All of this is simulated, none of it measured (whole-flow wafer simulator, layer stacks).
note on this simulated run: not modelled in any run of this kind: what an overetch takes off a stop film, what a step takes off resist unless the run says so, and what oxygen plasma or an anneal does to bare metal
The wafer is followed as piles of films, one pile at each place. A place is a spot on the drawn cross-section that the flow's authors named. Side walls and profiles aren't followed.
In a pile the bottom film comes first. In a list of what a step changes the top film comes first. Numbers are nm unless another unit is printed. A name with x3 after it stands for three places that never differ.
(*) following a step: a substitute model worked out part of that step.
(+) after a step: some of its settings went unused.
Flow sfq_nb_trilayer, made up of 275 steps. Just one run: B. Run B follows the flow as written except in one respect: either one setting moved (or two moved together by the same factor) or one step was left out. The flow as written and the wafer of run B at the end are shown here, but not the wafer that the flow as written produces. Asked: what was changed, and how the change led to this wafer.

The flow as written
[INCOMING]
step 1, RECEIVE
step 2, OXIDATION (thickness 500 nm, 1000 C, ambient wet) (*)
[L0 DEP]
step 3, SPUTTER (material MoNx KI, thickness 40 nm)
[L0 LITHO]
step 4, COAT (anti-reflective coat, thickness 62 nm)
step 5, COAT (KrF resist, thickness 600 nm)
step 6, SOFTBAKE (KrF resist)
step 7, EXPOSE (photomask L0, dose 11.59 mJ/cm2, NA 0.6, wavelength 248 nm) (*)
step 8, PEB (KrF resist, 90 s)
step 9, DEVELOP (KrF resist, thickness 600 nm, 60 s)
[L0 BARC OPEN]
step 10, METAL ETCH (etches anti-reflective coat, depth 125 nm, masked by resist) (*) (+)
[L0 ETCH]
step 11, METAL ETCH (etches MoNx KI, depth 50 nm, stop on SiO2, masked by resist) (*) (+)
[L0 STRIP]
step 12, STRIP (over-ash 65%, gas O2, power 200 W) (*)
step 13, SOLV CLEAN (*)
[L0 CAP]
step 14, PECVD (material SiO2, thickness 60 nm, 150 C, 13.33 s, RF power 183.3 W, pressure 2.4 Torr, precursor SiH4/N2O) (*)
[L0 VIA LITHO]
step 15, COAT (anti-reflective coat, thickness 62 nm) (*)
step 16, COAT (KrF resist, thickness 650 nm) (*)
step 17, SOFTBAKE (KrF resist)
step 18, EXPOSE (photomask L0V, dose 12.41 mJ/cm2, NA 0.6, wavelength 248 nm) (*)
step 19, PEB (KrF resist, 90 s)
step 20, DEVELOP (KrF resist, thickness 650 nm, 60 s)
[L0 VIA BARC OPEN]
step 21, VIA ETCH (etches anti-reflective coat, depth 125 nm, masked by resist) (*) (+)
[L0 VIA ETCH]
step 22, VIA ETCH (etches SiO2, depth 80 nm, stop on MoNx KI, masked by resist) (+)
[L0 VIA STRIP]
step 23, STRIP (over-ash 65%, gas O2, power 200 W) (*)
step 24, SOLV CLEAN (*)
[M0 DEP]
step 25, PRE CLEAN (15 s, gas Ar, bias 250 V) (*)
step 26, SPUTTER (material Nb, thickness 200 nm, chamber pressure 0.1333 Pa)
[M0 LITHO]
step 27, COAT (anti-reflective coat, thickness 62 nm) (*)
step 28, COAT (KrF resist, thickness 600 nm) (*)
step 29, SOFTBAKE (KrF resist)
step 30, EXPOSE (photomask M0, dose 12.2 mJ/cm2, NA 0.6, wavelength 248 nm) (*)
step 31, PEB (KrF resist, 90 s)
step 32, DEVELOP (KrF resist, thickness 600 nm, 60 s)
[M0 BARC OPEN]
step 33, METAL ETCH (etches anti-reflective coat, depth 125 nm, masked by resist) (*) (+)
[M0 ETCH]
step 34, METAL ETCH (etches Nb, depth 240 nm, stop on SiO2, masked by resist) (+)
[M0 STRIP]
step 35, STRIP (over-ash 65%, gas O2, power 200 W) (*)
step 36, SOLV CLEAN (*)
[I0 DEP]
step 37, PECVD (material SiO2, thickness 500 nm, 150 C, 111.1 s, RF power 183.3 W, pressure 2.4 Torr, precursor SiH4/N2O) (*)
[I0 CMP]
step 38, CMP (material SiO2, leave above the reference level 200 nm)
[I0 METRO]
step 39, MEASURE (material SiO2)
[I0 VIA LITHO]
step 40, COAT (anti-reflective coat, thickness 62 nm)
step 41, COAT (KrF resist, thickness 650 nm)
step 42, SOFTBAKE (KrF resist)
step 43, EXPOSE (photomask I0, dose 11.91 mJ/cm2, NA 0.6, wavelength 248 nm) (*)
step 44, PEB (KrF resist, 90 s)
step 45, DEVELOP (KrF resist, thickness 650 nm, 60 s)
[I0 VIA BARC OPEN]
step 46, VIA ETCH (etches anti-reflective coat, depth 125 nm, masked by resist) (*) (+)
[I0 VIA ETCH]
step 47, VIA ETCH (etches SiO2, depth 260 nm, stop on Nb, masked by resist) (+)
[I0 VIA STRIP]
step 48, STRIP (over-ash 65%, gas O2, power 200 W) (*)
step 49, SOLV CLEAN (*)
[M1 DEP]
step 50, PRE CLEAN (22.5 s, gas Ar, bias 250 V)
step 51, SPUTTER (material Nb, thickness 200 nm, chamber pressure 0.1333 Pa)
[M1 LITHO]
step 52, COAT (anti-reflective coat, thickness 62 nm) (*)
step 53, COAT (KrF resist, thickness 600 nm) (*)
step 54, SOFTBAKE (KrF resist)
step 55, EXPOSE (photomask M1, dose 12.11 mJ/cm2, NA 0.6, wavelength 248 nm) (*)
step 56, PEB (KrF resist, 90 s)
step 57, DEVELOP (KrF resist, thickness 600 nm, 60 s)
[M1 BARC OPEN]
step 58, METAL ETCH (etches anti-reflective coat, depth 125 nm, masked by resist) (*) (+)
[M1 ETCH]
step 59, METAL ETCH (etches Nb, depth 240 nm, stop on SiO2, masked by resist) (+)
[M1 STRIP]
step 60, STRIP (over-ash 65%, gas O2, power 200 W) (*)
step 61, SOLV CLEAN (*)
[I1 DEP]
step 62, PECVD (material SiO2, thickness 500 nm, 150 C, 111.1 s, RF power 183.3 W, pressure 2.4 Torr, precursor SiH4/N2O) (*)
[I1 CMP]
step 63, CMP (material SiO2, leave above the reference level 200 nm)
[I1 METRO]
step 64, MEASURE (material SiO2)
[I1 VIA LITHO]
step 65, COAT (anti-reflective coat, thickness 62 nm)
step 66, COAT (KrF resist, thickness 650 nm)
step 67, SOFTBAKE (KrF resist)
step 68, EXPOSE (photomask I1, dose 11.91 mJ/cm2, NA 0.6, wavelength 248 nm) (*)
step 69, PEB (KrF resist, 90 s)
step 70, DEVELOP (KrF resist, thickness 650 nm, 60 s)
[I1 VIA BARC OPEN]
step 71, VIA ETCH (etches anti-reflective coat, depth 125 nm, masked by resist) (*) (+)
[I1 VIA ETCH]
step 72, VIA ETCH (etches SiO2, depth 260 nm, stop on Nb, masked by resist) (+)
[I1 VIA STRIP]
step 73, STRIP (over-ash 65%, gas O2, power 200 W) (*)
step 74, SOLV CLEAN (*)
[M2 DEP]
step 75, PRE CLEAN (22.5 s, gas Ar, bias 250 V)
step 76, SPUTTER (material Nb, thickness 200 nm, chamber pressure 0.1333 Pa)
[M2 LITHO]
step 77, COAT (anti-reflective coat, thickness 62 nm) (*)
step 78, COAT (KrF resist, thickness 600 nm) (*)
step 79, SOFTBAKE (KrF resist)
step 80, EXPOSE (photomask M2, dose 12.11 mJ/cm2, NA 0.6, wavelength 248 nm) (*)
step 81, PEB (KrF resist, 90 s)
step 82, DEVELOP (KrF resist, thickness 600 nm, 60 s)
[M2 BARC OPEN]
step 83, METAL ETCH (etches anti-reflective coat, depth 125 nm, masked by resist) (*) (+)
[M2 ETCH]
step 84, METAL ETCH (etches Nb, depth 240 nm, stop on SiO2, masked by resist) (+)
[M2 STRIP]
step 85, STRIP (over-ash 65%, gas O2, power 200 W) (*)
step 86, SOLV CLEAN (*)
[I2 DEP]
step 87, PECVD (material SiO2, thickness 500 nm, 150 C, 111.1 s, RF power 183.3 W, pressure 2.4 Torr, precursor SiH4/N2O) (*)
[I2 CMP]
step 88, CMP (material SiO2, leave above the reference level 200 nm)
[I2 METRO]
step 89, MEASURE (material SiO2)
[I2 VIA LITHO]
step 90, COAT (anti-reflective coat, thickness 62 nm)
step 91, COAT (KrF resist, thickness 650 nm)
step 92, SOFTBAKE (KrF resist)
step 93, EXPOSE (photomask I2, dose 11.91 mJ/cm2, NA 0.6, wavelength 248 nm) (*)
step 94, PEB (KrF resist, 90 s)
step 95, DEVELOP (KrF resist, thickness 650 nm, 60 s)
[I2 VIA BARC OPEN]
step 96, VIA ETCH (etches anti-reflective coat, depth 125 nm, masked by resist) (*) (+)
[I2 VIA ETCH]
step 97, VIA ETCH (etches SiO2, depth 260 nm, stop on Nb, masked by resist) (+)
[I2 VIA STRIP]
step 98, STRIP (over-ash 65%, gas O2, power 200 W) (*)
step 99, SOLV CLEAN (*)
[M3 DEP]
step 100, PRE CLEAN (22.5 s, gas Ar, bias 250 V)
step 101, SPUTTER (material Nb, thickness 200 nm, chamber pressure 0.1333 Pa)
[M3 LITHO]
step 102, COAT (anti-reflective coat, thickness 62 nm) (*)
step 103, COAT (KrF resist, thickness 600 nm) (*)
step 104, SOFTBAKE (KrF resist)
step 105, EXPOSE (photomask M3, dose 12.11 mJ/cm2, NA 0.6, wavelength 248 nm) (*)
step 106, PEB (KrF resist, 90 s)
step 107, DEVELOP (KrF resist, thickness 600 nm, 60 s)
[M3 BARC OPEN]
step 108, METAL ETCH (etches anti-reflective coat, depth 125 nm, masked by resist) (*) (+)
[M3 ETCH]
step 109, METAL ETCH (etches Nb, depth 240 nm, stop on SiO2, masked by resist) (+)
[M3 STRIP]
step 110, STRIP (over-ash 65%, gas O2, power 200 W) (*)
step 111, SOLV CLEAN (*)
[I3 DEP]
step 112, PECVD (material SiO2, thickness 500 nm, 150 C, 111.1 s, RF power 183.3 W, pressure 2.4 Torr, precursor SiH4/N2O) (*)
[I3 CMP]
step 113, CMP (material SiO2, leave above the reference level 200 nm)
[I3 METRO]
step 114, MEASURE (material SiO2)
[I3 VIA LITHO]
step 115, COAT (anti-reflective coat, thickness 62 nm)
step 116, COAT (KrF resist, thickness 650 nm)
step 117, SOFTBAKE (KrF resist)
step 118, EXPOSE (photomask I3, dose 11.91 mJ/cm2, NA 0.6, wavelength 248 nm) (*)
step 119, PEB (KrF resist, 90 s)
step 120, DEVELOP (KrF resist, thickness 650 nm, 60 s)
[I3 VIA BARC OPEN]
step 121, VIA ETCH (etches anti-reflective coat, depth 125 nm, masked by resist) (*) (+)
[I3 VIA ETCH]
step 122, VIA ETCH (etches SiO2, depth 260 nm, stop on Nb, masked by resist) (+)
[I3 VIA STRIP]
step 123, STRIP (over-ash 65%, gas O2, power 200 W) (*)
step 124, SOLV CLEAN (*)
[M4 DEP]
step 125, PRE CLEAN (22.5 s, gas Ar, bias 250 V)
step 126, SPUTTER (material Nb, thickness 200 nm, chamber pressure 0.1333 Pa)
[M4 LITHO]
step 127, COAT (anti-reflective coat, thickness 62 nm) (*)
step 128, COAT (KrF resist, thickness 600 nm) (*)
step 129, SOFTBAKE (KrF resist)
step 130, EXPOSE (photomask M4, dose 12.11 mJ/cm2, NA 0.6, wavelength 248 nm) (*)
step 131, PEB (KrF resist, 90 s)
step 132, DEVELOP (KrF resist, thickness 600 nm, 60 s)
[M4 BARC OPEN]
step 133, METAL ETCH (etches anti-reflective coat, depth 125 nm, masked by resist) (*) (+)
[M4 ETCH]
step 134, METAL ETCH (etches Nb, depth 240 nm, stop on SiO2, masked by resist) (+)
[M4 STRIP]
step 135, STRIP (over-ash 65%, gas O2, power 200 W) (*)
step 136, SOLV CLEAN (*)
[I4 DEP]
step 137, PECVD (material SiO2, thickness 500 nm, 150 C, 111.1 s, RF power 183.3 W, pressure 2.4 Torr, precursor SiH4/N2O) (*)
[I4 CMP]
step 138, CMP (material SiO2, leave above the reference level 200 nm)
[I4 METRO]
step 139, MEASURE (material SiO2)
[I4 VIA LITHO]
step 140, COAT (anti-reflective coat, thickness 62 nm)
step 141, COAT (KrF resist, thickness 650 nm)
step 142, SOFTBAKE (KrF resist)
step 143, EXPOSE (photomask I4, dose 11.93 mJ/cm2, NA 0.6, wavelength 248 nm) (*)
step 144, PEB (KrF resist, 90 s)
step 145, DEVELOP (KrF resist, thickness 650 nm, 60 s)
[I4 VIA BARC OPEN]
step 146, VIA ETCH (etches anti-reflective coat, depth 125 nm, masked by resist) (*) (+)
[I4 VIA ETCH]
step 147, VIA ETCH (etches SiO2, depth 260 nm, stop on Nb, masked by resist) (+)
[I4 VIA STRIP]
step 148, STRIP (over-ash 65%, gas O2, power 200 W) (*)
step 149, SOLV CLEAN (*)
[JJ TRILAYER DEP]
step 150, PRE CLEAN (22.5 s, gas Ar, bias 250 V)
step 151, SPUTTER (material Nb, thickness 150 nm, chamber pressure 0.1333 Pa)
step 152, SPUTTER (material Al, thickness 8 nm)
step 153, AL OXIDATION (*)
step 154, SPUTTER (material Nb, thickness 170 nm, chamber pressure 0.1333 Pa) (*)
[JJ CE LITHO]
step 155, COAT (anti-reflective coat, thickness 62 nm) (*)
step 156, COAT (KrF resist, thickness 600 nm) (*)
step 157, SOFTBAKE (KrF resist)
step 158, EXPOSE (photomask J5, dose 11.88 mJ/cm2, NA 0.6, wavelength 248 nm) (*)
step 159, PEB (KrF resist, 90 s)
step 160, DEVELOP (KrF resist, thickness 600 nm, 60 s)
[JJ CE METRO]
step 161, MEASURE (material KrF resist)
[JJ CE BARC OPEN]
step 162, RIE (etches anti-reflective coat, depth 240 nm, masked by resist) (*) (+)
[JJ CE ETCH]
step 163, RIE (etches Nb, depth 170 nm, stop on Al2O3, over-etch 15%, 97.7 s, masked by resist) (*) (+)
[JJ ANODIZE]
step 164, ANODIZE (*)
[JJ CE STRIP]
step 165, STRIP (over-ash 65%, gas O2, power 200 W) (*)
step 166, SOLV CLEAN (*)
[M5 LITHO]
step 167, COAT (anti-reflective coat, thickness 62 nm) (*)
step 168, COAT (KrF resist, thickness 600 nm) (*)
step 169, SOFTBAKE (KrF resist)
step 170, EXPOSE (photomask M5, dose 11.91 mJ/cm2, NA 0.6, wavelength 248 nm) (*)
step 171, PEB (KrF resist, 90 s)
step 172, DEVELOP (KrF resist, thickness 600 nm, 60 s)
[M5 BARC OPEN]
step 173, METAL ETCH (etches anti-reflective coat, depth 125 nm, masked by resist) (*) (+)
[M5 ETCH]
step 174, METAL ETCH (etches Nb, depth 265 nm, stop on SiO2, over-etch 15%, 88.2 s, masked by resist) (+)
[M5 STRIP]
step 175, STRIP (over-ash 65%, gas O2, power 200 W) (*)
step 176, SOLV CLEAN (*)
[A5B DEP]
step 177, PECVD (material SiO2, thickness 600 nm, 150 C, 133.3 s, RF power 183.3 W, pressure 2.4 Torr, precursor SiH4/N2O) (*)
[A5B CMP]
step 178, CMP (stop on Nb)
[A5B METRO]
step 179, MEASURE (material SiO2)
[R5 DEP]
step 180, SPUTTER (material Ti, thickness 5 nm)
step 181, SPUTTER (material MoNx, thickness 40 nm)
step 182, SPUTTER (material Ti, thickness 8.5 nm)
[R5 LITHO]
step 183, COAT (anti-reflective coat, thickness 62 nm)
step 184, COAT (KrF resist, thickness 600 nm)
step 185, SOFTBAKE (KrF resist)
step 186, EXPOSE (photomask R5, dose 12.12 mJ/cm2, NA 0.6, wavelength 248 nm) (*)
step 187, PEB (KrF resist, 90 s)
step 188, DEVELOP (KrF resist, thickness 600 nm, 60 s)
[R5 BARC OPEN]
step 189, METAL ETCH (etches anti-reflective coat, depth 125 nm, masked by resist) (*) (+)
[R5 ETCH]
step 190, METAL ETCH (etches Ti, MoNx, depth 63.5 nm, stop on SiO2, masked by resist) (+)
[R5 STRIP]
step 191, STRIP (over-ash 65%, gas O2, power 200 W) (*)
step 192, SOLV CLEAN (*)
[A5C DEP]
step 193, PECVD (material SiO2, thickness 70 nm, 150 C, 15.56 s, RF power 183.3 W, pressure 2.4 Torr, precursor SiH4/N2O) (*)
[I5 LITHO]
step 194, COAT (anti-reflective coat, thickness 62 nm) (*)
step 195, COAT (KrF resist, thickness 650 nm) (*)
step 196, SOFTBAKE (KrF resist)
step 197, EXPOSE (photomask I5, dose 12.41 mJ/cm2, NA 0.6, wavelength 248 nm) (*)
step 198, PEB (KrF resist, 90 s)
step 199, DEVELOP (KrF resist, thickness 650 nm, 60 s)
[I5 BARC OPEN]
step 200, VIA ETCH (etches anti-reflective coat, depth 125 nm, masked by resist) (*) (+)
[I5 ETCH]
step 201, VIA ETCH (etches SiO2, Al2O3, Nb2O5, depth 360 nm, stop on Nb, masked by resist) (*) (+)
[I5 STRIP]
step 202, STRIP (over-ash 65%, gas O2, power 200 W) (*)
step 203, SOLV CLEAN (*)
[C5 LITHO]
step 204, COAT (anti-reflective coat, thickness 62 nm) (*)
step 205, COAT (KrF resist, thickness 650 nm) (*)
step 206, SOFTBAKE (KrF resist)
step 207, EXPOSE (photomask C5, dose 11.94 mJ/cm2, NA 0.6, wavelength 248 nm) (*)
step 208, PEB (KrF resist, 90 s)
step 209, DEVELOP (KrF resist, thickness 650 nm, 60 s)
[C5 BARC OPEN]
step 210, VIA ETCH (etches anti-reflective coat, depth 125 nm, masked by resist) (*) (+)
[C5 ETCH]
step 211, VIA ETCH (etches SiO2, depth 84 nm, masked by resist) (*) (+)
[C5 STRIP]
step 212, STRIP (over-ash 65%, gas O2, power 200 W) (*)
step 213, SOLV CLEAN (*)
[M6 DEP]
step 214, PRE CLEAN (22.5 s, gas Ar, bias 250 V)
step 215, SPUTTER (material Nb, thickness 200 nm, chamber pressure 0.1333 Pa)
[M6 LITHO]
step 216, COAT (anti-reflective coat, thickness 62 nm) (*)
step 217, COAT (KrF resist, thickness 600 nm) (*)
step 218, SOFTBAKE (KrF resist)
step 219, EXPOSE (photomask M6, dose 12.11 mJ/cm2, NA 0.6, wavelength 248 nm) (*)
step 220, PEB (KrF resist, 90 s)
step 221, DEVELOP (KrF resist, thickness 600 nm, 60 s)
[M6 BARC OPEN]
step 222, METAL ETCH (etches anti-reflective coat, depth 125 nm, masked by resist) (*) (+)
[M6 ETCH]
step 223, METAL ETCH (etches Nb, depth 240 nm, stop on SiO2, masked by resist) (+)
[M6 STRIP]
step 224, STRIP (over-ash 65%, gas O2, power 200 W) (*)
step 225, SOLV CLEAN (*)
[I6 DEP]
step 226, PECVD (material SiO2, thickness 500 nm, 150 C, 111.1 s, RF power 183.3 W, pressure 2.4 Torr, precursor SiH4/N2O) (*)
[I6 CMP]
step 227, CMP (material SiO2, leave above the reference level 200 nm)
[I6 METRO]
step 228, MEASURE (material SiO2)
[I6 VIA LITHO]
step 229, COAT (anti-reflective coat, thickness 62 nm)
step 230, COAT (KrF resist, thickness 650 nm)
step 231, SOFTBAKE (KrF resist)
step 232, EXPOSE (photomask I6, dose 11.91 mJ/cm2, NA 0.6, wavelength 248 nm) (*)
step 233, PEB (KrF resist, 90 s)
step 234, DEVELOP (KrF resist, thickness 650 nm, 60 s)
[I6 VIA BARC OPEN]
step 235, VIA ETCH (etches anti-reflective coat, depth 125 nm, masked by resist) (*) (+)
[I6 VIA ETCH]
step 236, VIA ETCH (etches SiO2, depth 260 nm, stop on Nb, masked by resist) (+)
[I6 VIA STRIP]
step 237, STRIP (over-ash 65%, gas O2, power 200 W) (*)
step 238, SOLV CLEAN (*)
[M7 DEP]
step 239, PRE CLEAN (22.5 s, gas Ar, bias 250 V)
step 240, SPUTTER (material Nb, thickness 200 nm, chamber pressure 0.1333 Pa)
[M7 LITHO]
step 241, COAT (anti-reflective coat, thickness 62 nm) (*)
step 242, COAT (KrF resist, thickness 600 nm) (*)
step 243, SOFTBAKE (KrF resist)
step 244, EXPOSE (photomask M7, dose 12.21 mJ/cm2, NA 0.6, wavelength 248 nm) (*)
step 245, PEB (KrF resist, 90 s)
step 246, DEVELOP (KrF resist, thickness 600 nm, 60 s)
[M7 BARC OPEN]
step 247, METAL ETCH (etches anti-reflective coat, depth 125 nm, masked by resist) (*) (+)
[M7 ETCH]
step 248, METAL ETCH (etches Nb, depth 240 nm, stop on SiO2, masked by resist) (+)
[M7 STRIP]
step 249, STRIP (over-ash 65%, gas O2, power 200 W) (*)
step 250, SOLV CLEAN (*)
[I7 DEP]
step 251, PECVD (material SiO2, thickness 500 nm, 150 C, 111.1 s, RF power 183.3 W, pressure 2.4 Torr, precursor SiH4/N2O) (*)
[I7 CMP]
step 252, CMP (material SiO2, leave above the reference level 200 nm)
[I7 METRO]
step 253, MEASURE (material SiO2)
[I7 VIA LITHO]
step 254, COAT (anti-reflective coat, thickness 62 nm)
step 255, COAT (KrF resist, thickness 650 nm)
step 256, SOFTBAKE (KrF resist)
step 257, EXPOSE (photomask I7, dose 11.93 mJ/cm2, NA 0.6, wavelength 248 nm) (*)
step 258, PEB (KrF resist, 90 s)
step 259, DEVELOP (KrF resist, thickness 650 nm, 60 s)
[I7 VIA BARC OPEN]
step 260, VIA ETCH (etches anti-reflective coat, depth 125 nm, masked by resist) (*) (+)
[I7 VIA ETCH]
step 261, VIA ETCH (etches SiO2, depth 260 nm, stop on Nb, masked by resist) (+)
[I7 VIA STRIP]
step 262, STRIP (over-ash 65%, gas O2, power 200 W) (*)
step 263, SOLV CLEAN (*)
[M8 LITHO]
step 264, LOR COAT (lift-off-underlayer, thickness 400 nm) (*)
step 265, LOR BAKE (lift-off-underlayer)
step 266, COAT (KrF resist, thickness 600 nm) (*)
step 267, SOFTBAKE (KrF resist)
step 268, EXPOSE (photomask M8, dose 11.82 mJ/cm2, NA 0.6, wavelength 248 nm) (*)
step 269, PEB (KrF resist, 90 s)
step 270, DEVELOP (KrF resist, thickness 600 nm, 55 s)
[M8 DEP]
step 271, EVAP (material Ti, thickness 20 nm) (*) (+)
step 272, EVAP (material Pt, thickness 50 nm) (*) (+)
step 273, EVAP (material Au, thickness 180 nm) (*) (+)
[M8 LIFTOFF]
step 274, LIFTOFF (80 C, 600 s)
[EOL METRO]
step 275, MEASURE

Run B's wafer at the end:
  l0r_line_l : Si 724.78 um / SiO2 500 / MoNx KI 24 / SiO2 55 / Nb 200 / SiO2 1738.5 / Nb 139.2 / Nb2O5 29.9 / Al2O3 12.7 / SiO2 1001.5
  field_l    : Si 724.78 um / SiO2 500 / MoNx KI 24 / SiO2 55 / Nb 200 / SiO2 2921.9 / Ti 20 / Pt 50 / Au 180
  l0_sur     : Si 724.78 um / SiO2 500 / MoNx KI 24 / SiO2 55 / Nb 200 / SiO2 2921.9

The reason: step 3, SPUTTER: thickness 24 nm was run, though the flow has thickness 40 nm.
The wafer lets one read it off: l0r_line_l has MoNx KI 24, and step 3 as written asks for 40 nm.

Step by step, how the change led to this:
  step 3, SPUTTER (material MoNx KI, thickness 40 nm)
      field_l, v_sur, via_wl and 103 more: +24 MoNx KI (new film) (it would be, as written: +40 MoNx KI (new film))
  step 11, METAL ETCH (etches MoNx KI, depth 50 nm, stop on SiO2, masked by resist) (*) (+)
      v_sur, via_wl, via_w and 97 more: -24 MoNx KI (all of it) (it would be, as written: -40 MoNx KI (all of it))
      field_l, l0_sur, l0v, l0r_line_l, l0r_line_c, l0r_line_r: -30 KrF resist (it would be, as written: -41.7 KrF resist)
  step 12, STRIP (over-ash 65%, gas O2, power 200 W) (*)
      field_l, l0_sur, l0v, l0r_line_l, l0r_line_c, l0r_line_r: -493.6 KrF resist (all of it), -62 anti-reflective coat (all of it) (it would be, as written: -481.9 KrF resist (all of it), -62 anti-reflective coat (all of it))
  step 15, COAT (anti-reflective coat, thickness 62 nm) (*)
      field_l: +58.6 anti-reflective coat (new film) (it would be, as written: +56.7 anti-reflective coat (new film))
      v_sur: +68.2 anti-reflective coat (new film) (it would be, as written: +72.2 anti-reflective coat (new film))
      (and at 3 other places as well)
  step 23, STRIP (over-ash 65%, gas O2, power 200 W) (*)
      field_l: -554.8 KrF resist (all of it), -58.6 anti-reflective coat (all of it) (it would be, as written: -551.4 KrF resist (all of it), -56.7 anti-reflective coat (all of it))
      v_sur: -565.9 KrF resist (all of it), -68.2 anti-reflective coat (all of it) (it would be, as written: -570.5 KrF resist (all of it), -72.2 anti-reflective coat (all of it))
      (and at 3 other places as well)
  step 27, COAT (anti-reflective coat, thickness 62 nm) (*)
      field_l: +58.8 anti-reflective coat (new film) (it would be, as written: +56.9 anti-reflective coat (new film))
      v_sur: +68.2 anti-reflective coat (new film) (it would be, as written: +72.3 anti-reflective coat (new film))
      (and at 3 other places as well)
  step 35, STRIP (over-ash 65%, gas O2, power 200 W) (*)
      field_l: -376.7 KrF resist (all of it), -58.8 anti-reflective coat (all of it) (it would be, as written: -372.9 KrF resist (all of it), -56.9 anti-reflective coat (all of it))
      v_sur: -387.8 KrF resist (all of it), -68.2 anti-reflective coat (all of it) (it would be, as written: -391.6 KrF resist (all of it), -72.3 anti-reflective coat (all of it))
      (and at 3 other places as well)
  step 38, CMP (material SiO2, leave above the reference level 200 nm)
      field_l, l0_sur, l0r_line_l, l0r_line_c, l0r_line_r: -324 SiO2 (it would be, as written: -340 SiO2)
      l0v: -261.8 SiO2 (it would be, as written: -277.8 SiO2)
